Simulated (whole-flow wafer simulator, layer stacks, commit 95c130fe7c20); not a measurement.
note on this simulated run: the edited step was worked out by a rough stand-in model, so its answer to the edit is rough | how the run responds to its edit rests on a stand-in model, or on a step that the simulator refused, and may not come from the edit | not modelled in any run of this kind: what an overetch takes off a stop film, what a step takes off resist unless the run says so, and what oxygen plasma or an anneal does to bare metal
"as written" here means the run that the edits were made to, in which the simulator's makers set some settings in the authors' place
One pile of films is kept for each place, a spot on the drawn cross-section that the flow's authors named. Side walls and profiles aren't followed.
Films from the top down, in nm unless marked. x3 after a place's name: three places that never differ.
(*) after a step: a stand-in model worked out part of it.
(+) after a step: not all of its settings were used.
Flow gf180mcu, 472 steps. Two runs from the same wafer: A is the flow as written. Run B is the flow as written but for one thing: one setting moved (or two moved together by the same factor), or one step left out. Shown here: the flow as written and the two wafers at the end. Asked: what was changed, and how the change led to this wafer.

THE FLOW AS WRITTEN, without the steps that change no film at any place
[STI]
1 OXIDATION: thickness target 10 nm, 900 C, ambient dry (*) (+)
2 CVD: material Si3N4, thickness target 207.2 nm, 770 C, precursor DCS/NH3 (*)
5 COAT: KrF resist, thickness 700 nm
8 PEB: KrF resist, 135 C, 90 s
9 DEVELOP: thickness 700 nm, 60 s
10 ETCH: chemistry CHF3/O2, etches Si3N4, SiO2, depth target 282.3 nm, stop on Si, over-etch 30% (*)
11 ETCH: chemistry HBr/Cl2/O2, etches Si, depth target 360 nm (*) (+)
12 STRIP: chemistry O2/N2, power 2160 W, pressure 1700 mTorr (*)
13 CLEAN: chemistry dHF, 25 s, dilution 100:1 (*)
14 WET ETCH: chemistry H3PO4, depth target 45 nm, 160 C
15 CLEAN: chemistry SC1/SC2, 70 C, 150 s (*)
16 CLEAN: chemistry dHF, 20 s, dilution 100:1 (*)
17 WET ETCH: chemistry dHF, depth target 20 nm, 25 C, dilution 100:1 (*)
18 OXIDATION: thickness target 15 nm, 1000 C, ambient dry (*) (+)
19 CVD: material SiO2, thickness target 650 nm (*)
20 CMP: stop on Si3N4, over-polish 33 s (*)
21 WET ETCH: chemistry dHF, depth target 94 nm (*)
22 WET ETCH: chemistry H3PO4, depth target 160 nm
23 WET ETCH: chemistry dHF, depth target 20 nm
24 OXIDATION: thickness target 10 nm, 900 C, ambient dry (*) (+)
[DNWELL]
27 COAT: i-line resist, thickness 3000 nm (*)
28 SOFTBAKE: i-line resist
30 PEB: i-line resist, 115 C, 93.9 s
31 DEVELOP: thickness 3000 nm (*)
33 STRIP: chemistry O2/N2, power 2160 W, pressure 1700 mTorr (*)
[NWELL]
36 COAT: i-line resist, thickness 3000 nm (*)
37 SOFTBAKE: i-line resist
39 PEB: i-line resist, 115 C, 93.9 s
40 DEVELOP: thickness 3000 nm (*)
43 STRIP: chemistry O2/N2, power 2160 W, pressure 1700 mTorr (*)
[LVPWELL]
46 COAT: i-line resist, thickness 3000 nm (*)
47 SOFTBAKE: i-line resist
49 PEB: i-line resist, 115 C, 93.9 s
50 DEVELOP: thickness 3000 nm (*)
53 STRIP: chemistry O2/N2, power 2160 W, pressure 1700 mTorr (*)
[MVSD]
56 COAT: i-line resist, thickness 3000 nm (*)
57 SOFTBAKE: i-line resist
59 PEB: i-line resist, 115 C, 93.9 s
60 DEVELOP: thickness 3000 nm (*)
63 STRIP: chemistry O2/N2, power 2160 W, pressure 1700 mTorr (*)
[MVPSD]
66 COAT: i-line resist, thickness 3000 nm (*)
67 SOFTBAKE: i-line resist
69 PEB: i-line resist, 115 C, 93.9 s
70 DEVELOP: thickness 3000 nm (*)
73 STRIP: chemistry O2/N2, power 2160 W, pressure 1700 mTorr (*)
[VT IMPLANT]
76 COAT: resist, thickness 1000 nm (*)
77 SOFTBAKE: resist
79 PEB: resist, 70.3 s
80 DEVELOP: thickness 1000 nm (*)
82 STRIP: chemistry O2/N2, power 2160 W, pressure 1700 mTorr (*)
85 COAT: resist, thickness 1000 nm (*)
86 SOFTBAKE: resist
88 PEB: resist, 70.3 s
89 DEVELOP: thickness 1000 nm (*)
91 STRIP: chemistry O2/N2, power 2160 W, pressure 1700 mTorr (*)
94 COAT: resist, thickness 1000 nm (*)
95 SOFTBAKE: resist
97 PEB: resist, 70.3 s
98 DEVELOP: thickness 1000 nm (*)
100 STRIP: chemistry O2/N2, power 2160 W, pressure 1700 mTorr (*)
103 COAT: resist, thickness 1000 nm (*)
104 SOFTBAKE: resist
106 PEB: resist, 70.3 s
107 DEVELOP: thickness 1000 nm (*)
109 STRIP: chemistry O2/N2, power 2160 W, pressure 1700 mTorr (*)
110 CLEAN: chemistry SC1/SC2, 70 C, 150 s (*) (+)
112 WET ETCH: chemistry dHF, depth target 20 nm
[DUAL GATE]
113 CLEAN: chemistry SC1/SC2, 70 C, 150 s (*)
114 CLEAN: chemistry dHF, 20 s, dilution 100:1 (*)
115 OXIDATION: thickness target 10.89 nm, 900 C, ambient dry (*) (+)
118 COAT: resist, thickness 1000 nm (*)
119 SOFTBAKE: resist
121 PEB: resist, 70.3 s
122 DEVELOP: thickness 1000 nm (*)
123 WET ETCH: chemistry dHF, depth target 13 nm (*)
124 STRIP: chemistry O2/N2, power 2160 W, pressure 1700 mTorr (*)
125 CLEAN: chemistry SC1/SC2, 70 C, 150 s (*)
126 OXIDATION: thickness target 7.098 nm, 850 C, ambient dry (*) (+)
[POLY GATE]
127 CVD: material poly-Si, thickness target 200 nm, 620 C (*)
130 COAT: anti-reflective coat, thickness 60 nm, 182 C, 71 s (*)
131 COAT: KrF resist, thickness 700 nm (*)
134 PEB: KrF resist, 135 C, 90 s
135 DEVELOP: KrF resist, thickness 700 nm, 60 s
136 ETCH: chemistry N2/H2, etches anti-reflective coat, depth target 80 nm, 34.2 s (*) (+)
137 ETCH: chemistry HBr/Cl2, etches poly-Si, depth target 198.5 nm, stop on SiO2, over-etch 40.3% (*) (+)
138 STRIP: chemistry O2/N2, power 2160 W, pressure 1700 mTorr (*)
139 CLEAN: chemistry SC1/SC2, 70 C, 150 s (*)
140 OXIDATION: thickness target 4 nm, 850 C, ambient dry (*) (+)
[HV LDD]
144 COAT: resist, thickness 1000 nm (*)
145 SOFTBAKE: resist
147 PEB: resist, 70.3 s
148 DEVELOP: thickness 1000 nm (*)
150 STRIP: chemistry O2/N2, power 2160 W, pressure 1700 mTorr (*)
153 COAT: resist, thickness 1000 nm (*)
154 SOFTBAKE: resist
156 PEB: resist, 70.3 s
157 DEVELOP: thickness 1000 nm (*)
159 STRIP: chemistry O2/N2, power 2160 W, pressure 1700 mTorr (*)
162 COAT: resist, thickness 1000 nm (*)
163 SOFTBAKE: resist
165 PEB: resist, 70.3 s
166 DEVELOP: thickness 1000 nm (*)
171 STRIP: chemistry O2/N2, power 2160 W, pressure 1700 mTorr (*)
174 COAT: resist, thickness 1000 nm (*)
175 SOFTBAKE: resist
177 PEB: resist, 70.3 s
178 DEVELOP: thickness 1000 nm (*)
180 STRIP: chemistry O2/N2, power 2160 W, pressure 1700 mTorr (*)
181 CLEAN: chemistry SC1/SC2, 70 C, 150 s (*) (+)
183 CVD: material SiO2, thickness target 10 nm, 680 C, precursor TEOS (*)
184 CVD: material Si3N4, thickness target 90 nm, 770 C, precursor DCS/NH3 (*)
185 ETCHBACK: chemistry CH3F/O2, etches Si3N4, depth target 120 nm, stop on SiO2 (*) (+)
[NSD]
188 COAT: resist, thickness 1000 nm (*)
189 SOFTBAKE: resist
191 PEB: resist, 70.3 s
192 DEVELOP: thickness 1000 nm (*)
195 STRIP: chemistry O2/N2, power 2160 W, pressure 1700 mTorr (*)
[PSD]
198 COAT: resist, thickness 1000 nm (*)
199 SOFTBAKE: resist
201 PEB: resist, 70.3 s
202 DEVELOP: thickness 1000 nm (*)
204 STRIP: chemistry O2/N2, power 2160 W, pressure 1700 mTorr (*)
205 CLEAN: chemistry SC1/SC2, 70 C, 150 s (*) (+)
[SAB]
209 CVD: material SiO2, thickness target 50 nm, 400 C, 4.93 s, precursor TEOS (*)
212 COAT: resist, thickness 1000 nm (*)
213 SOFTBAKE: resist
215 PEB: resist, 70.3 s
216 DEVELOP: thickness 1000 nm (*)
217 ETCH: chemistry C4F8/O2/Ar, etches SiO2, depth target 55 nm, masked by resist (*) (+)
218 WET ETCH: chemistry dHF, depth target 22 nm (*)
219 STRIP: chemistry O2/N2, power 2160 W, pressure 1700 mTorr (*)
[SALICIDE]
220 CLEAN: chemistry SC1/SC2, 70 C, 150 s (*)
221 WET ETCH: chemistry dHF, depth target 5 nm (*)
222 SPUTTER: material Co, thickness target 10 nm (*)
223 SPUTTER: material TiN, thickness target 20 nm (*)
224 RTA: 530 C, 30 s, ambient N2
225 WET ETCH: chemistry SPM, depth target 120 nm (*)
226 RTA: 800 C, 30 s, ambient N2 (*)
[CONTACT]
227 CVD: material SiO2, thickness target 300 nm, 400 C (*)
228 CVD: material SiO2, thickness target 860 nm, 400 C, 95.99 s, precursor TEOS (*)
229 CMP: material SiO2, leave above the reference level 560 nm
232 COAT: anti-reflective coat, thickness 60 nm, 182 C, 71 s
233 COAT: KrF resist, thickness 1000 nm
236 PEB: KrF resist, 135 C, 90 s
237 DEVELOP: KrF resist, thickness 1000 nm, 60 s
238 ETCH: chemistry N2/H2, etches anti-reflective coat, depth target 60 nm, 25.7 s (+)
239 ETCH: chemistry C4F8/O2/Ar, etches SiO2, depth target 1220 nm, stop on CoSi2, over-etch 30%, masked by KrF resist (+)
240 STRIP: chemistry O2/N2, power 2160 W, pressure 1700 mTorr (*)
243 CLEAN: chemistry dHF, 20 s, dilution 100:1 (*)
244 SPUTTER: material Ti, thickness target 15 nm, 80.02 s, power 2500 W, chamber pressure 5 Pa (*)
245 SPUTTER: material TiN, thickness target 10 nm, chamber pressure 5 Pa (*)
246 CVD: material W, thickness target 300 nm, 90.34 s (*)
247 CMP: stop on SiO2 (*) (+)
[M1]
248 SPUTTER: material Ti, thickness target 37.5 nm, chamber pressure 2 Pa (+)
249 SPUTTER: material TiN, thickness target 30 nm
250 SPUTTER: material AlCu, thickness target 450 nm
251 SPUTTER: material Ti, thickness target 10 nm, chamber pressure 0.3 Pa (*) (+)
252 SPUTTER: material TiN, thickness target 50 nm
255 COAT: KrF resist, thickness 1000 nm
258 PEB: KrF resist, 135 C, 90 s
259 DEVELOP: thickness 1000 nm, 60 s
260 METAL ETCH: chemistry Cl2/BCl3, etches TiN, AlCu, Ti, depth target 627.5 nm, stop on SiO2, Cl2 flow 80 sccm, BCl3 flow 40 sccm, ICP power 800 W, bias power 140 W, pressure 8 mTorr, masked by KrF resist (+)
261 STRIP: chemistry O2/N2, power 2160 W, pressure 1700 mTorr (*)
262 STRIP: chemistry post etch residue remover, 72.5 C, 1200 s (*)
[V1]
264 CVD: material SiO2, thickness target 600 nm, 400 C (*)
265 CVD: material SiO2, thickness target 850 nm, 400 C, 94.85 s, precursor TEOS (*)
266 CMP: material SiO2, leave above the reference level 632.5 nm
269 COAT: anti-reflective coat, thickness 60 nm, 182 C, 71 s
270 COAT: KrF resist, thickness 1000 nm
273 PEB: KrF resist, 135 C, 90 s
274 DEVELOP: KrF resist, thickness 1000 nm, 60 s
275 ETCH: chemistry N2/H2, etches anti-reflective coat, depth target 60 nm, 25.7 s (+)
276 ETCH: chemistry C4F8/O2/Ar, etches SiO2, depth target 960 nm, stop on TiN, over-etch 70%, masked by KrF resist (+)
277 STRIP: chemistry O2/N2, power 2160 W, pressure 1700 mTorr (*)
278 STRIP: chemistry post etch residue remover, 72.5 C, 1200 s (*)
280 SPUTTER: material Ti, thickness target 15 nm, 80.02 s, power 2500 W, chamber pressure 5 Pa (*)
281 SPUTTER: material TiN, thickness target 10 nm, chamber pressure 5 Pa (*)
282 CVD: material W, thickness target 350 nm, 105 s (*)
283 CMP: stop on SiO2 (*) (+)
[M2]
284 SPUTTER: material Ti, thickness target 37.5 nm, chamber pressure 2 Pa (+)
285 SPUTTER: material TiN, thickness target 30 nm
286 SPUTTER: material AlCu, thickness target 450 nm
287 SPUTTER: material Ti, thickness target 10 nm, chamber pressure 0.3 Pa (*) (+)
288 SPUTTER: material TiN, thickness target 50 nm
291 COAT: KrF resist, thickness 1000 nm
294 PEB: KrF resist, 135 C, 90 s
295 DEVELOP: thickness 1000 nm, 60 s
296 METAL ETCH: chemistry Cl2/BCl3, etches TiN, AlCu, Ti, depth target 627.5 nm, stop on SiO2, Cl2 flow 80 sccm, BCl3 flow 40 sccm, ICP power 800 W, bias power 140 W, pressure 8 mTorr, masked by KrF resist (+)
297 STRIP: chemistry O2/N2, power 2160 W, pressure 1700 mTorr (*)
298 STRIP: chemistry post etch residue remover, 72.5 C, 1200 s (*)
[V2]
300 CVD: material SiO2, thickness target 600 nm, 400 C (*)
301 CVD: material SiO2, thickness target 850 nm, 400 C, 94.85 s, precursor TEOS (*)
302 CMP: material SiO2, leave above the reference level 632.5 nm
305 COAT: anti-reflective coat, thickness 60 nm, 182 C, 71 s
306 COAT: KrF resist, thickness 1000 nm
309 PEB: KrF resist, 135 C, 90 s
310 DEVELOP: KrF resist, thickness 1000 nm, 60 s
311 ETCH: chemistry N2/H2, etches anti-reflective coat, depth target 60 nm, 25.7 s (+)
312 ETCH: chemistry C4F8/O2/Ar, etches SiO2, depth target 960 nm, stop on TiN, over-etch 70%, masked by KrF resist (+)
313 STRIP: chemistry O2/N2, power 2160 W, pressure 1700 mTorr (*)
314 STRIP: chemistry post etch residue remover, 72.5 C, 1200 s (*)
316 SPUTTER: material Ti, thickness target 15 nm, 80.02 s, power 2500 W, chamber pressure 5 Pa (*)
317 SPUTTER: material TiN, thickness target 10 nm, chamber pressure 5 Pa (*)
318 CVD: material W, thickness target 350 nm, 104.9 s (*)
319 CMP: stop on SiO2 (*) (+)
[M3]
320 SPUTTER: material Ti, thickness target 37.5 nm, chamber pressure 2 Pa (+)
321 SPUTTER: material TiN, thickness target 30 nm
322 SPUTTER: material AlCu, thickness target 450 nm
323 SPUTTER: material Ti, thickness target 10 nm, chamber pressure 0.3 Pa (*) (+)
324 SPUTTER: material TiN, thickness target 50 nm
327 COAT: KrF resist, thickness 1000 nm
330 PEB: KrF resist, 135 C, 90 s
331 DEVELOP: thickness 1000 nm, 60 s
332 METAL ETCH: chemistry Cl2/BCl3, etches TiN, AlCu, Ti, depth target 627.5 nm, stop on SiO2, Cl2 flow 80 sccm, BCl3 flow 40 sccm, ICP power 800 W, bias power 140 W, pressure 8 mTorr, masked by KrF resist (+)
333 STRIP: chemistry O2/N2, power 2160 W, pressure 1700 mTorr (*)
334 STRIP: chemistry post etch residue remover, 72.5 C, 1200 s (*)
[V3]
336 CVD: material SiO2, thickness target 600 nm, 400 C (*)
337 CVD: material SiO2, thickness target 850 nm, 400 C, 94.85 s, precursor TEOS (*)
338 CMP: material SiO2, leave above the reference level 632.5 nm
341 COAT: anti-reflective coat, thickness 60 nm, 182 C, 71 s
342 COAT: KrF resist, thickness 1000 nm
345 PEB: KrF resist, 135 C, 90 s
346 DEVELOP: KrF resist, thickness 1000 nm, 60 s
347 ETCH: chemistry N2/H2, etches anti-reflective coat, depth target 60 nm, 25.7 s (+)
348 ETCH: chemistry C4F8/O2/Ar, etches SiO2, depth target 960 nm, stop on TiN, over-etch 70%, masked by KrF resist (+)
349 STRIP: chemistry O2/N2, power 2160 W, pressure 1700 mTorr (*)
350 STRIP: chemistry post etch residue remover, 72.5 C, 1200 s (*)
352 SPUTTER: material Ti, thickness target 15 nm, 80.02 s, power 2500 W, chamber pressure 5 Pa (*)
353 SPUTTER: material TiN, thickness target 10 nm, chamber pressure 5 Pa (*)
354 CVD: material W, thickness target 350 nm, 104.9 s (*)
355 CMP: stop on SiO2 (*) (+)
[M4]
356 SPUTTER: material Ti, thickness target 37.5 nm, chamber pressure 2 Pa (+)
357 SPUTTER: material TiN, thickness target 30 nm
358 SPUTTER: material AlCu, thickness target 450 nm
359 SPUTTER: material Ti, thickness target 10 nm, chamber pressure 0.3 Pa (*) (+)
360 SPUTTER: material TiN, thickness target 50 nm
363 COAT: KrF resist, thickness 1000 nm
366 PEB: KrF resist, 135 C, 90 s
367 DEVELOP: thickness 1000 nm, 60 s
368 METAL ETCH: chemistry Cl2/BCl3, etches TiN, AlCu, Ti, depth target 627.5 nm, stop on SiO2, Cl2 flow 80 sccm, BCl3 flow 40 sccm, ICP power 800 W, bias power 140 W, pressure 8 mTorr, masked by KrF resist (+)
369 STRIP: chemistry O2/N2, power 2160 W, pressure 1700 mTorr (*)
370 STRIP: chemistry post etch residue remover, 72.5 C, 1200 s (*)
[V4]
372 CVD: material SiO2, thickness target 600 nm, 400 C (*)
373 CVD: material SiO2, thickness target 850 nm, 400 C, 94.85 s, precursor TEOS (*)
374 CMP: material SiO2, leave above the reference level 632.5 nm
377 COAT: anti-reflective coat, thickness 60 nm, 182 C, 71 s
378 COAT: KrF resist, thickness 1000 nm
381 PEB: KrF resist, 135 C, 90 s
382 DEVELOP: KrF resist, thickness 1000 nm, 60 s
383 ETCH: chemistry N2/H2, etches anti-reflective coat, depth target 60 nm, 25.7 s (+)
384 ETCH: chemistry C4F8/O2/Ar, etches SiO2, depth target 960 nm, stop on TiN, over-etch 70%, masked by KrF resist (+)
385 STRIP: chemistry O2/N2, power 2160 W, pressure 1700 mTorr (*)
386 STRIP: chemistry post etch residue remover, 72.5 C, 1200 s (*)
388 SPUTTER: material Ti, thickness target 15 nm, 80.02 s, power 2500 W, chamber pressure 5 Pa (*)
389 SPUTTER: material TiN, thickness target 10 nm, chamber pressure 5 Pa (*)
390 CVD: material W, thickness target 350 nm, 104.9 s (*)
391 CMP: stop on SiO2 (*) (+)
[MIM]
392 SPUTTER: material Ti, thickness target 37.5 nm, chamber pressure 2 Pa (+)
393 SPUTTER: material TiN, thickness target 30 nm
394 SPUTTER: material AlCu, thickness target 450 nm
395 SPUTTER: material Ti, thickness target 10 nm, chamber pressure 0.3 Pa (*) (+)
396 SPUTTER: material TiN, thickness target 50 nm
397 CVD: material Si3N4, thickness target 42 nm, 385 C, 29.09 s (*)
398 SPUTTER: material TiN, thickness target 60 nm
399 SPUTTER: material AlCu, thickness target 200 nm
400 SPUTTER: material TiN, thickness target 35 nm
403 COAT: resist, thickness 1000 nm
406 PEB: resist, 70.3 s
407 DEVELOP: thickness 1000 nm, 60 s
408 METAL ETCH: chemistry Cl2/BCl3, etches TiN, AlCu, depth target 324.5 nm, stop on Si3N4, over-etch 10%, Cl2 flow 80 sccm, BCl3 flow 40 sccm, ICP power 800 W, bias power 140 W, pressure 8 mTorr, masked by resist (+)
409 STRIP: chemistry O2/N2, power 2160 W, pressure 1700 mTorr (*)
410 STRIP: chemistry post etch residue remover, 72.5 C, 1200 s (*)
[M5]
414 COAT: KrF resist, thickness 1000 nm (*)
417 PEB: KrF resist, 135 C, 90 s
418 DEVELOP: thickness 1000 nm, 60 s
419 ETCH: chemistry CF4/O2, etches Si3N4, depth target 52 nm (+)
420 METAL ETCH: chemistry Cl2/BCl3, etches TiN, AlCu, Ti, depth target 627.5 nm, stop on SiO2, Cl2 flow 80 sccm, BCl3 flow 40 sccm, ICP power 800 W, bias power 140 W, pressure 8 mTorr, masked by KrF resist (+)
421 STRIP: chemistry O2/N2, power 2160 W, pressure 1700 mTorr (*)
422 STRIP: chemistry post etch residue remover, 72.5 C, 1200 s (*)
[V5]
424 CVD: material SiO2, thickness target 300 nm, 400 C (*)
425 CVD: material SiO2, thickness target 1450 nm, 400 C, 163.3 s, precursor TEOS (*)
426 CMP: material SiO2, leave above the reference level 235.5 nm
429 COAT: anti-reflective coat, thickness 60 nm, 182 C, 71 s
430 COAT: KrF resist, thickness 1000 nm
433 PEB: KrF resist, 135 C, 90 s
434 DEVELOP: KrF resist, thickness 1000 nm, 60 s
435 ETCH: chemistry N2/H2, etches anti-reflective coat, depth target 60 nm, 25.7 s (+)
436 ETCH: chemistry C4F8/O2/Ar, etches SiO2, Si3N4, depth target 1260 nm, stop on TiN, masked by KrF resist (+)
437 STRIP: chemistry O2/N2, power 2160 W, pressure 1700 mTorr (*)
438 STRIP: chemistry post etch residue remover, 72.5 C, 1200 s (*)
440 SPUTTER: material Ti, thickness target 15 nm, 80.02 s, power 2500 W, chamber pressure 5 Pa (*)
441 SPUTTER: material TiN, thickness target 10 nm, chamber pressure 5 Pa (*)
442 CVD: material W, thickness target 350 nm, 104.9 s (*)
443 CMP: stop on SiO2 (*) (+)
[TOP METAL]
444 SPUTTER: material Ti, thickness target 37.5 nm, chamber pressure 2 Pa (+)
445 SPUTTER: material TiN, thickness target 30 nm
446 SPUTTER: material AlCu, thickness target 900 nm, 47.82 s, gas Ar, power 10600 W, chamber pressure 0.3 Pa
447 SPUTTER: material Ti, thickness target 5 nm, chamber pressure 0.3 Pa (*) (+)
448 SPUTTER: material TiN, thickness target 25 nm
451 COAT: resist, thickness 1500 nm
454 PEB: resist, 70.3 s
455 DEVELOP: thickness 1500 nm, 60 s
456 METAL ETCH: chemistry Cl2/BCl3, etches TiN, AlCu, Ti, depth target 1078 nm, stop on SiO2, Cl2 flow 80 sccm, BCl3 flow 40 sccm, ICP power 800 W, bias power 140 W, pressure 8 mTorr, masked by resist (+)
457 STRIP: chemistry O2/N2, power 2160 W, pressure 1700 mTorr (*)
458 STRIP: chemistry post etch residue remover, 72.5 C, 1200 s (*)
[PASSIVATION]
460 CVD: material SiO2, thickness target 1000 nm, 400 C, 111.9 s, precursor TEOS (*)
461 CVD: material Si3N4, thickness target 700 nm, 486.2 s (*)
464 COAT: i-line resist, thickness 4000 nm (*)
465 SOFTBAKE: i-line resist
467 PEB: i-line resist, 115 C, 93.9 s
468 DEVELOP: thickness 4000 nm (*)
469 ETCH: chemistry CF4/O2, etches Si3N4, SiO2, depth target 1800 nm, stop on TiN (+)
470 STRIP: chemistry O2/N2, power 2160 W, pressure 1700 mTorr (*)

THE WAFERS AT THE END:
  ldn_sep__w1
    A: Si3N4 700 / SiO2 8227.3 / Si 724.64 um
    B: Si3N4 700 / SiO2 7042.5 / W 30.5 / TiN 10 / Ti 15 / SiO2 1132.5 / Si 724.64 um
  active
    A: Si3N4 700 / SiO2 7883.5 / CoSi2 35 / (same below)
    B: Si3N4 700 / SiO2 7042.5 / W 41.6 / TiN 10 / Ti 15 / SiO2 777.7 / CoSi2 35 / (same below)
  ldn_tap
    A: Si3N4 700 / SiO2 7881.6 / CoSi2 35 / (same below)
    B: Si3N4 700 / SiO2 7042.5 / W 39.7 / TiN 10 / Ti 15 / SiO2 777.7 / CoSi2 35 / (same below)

The cause: step 228, CVD: thickness target 473 nm was run, where the flow has thickness target 860 nm; step 228, CVD: 52.8 s was run, where the flow has 95.99 s.

How the change led to this, step by step:
  228 CVD: material SiO2, thickness target 860 nm, 400 C, 95.99 s, precursor TEOS (*)
      field, field__w7, field__w8 and 70 more: A SiO2 +860 | B SiO2 +481.2
      field__w3, field__w12: A SiO2 +807.3 | B SiO2 +455.4
      (and at 36 more places)
  229 CMP: material SiO2, leave above the reference level 560 nm
      ldn_sep__w1, ldn_sep__w2, ldn_dft and 8 more: A SiO2 -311 | B nothing
      active, p_well, sd_n, iso_ptap_pw, iso_ntap_nw, iso_ptap_sub, vpnp_e: A SiO2 -299.9 | B nothing
      (and at 93 more places)
  232 COAT: anti-reflective coat, thickness 60 nm, 182 C, 71 s
      sti, mim_1p0, pad, dice_street: A anti-reflective coat +60 (new film) | B anti-reflective coat +58.1 (new film)
      field__w3, ldp_drn: A anti-reflective coat +60 (new film) | B anti-reflective coat +123.5 (new film)
      (and at 97 more places)
  233 COAT: KrF resist, thickness 1000 nm
      p_well, sti, sd_n, mim_1p0, pad, dice_street: A KrF resist +1000 (new film) | B KrF resist +1024.2 (new film)
      field_sub__w5, ld_drn_p: A KrF resist +1000 (new film) | B KrF resist +1023.9 (new film)
      (and at 30 more places)
  237 DEVELOP: KrF resist, thickness 1000 nm, 60 s
      polyc_n: A KrF resist -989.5 (all of it) | B KrF resist -954 (all of it)
      polyc_p: A KrF resist -989.5 (all of it) | B KrF resist -954.4 (all of it)
  238 ETCH: chemistry N2/H2, etches anti-reflective coat, depth target 60 nm, 25.7 s (+)
      contact: A anti-reflective coat -60 (all of it), SiO2 -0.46 | B anti-reflective coat -73 (all of it), SiO2 -0.13
      polyc_n: A anti-reflective coat -60 (all of it), SiO2 -0.46 | B anti-reflective coat -11.5 (all of it), SiO2 -1.7
      (and at 1 more place)
  239 ETCH: chemistry C4F8/O2/Ar, etches SiO2, depth target 1220 nm, stop on CoSi2, over-etch 30%, masked by KrF resist (+)
      field, field__w1, field__w2 and 105 more: A KrF resist -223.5 | B KrF resist -200.8
      contact: A SiO2 -859.5 (all of it) | B SiO2 -772.3 (all of it)
  240 STRIP: chemistry O2/N2, power 2160 W, pressure 1700 mTorr (*)
      sti, mim_1p0, pad, dice_street: A KrF resist -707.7 (all of it), anti-reflective coat -60 (all of it) | B KrF resist -754.3 (all of it), anti-reflective coat -58.1 (all of it)
      p_well, sd_n: A KrF resist -707.7 (all of it), anti-reflective coat -60 (all of it) | B KrF resist -754.3 (all of it), anti-reflective coat -55 (all of it)
      (and at 101 more places)
  244 SPUTTER: material Ti, thickness target 15 nm, 80.02 s, power 2500 W, chamber pressure 5 Pa (*)
      field__w3: A Ti +15 (new film) | B Ti +14.3 (new film)
      field__w12: A Ti +15 (new film) | B Ti +14 (new film)
      (and at 2 more places)
  245 SPUTTER: material TiN, thickness target 10 nm, chamber pressure 5 Pa (*)
      field__w12: A TiN +10 (new film) | B TiN +9.31 (new film)
      ld_drift_n: A TiN +10 (new film) | B TiN +9.41 (new film)
      (and at 1 more place)
  246 CVD: material W, thickness target 300 nm, 90.34 s (*)
      contact: A W +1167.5 (new film) | B W +1071.9 (new film)
  247 CMP: stop on SiO2 (*) (+)
      gate, gate_hv, spacer and 24 more: A W -300 (all of it), TiN -10 (all of it), Ti -15 (all of it), SiO2 -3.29 | B W -300 (all of it), TiN -10 (all of it), Ti -15 (all of it)
      ldn_sep__w1, ldn_sep__w2, ldn_dft and 8 more: A W -300 (all of it), TiN -10 (all of it), Ti -15 (all of it), SiO2 -3.29 | B W -257.2
      (and at 71 more places)
  260 METAL ETCH: chemistry Cl2/BCl3, etches TiN, AlCu, Ti, depth target 627.5 nm, stop on SiO2, Cl2 flow 80 sccm, BCl3 flow 40 sccm, ICP power 800 W, bias power 140 W, pressure 8 mTorr, masked by KrF resist (+)
      field, field__w1, field__w2 and 68 more: A TiN -50 (all of it), Ti -10 (all of it), AlCu -450 (all of it), TiN -30 (all of it), Ti -37.5 (all of it) | B TiN -50 (all of it), Ti -10 (all of it), AlCu -450 (all of it), TiN -30 (all of it), Ti -37.5 (all of it), W -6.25
      nw_enc_fld_lv__w1, nw_enc_fld_lv__w4: A TiN -50 (all of it), Ti -10 (all of it), AlCu -450 (all of it), TiN -30 (all of it), Ti -37.5 (all of it) | B TiN -50 (all of it), Ti -10 (all of it), AlCu -450 (all of it), TiN -30 (all of it), Ti -37.5 (all of it), W -6.1 (all of it), TiN -1.19
      (and at 4 more places)
  262 STRIP: chemistry post etch residue remover, 72.5 C, 1200 s (*)
      field, field__w1, field__w2 and 67 more: A nothing | B W -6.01
      nplus_u: A nothing | B W -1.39 (all of it), TiN -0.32
  264 CVD: material SiO2, thickness target 600 nm, 400 C (*)
      field, field__w1, field__w2 and 72 more: A SiO2 +600 | B SiO2 +600 (new film)
  266 CMP: material SiO2, leave above the reference level 632.5 nm
      field, field__w1, field__w2 and 67 more: A SiO2 -300 | B SiO2 -287.7
      nw_enc_fld_lv__w1, nw_enc_fld_lv__w4: A SiO2 -300 | B SiO2 -292.3
      (and at 5 more places)
Counting metal films that touch as one body, ldn_sep__w1 has 1 body; the flow as written gives 0 bodies.
Counting metal films that touch as one body, active has 2 bodies (between them, from the top down: SiO2 777.7); the flow as written gives 1 body.
Counting metal films that touch as one body, ldn_tap has 2 bodies (between them, from the top down: SiO2 777.7); the flow as written gives 1 body.
